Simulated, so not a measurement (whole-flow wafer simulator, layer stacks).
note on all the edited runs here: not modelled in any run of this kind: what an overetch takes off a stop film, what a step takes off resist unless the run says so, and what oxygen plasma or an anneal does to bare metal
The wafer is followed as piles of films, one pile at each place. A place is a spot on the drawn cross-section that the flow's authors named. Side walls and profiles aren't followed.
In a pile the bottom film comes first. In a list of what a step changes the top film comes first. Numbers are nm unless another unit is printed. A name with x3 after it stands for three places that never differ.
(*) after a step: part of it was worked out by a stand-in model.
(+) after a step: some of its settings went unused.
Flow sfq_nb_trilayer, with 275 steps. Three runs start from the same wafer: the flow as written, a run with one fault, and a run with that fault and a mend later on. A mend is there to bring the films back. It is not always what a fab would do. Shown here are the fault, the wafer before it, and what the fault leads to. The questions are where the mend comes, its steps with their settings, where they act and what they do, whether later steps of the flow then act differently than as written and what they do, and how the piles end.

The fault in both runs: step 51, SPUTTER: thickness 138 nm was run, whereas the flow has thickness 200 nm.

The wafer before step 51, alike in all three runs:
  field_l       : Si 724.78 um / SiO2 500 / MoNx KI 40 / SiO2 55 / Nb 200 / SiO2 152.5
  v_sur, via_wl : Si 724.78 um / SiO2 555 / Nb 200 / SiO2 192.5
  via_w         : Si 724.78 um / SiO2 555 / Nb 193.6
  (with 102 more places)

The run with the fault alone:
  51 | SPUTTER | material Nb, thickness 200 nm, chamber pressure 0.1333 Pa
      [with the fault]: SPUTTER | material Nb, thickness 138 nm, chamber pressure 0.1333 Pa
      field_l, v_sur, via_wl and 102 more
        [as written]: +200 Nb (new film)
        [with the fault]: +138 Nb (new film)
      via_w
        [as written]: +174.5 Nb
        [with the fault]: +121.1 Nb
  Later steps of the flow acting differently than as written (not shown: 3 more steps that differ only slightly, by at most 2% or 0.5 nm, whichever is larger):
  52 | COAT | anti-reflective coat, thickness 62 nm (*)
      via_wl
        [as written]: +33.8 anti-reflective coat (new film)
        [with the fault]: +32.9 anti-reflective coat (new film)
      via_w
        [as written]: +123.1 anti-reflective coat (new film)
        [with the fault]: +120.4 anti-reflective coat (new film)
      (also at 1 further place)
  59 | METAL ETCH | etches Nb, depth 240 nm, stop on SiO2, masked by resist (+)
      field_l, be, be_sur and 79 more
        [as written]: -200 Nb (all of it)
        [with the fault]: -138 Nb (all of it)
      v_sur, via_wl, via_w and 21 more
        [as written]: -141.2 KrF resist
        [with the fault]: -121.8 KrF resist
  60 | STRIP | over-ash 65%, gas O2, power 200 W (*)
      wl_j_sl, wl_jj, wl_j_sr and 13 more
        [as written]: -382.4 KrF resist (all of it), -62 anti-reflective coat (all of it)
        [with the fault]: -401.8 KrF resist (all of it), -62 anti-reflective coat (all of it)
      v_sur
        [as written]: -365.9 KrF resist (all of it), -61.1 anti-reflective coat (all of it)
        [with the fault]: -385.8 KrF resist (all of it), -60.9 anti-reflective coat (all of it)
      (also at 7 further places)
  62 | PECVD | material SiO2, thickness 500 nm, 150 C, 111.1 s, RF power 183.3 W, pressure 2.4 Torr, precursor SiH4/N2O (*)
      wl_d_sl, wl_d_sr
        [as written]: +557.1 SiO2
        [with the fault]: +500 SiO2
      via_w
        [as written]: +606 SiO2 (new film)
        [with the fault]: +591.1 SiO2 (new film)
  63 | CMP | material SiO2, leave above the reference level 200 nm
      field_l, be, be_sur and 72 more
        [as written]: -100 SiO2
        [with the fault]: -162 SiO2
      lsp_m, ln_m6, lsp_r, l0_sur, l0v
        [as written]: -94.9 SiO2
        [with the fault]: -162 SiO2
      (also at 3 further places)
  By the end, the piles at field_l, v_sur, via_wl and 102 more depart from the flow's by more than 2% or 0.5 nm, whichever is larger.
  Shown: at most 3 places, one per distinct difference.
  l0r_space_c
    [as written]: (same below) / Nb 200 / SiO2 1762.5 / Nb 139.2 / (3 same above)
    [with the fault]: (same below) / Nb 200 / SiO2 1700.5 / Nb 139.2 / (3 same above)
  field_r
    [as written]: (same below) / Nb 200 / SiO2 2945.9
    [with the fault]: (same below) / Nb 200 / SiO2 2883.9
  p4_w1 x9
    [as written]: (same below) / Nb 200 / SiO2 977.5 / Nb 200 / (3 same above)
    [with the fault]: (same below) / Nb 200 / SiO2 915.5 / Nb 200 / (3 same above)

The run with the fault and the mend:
  The mend stands after step 57.
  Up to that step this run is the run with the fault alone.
  57a | STRIP | over-ash 65%, gas O2, power 200 W (*)
      p4_fl x3, p4_w1 x9, p4_g1 x2 and 47 more
        -62 anti-reflective coat (all of it)
      wl_j_sl, wl_jj, wl_j_sr and 13 more
        -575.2 KrF resist (all of it), -62 anti-reflective coat (all of it)
      r_sur, res, r_end and 8 more
        -61.8 anti-reflective coat (all of it)
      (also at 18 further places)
  57b | SPUTTER | material Nb, thickness 62 nm, chamber pressure 0.1333 Pa (a further turn of the flow's step 51, with different settings)
      field_l, v_sur, via_wl and 102 more
        +62 Nb
      via_w
        +49.1 Nb
  57c | COAT | anti-reflective coat, thickness 62 nm (*) (a further turn of the flow's step 52)
      p4_fl x3, p4_w1 x9, p4_g1 x2 and 63 more
        +62 anti-reflective coat (new film)
      r_sur, res, r_end and 9 more
        +61.8 anti-reflective coat (new film)
      jj_sur, ce_l, c5j, ce_r, sp_r, be_r
        +61.7 anti-reflective coat (new film)
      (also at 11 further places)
  57d | COAT | KrF resist, thickness 600 nm (*) (a further turn of the flow's step 53)
      p4_fl x3, p4_w1 x9, p4_g1 x2 and 63 more
        +600 KrF resist (new film)
      res, r_end, moat, field_r, l0_sur
        +599.4 KrF resist (new film)
      lsp_l, ln_m5, lsp_m, ln_m6, lsp_r
        +599.5 KrF resist (new film)
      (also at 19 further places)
  57e | SOFTBAKE | KrF resist (a further turn of the flow's step 54)
      leaves every film unchanged at each place that is followed
  57f | EXPOSE | photomask M1, dose 12.11 mJ/cm2, NA 0.6, wavelength 248 nm (*) (a further turn of the flow's step 55)
      leaves every film unchanged at each place that is followed
  57g | PEB | KrF resist, 90 s (a further turn of the flow's step 56)
      wire, be, be_sur and 96 more
        -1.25 KrF resist
      field_l, via_v
        -1.24 KrF resist
      via_wl, via_wr
        -1.26 KrF resist
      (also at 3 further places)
  57h | DEVELOP | KrF resist, thickness 600 nm, 60 s (a further turn of the flow's step 57)
      p4_fl x3, p4_w1 x9, p4_g1 x2 and 47 more
        -598.7 KrF resist (all of it)
      v_sur, via_wl, via_w and 21 more
        -23.5 KrF resist
      moat, field_r, lsp_l, lsp_m, ln_m6, lsp_r, l0_sur
        -598.2 KrF resist (all of it)
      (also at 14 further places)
  None of the later steps of the flow differs from how it acts as written, at any place that is followed, by more than 2% or 0.5 nm, whichever is larger.
  The piles end only slightly different from the flow's at the places that both follow, by no more than 2% or 0.5 nm, whichever is larger.
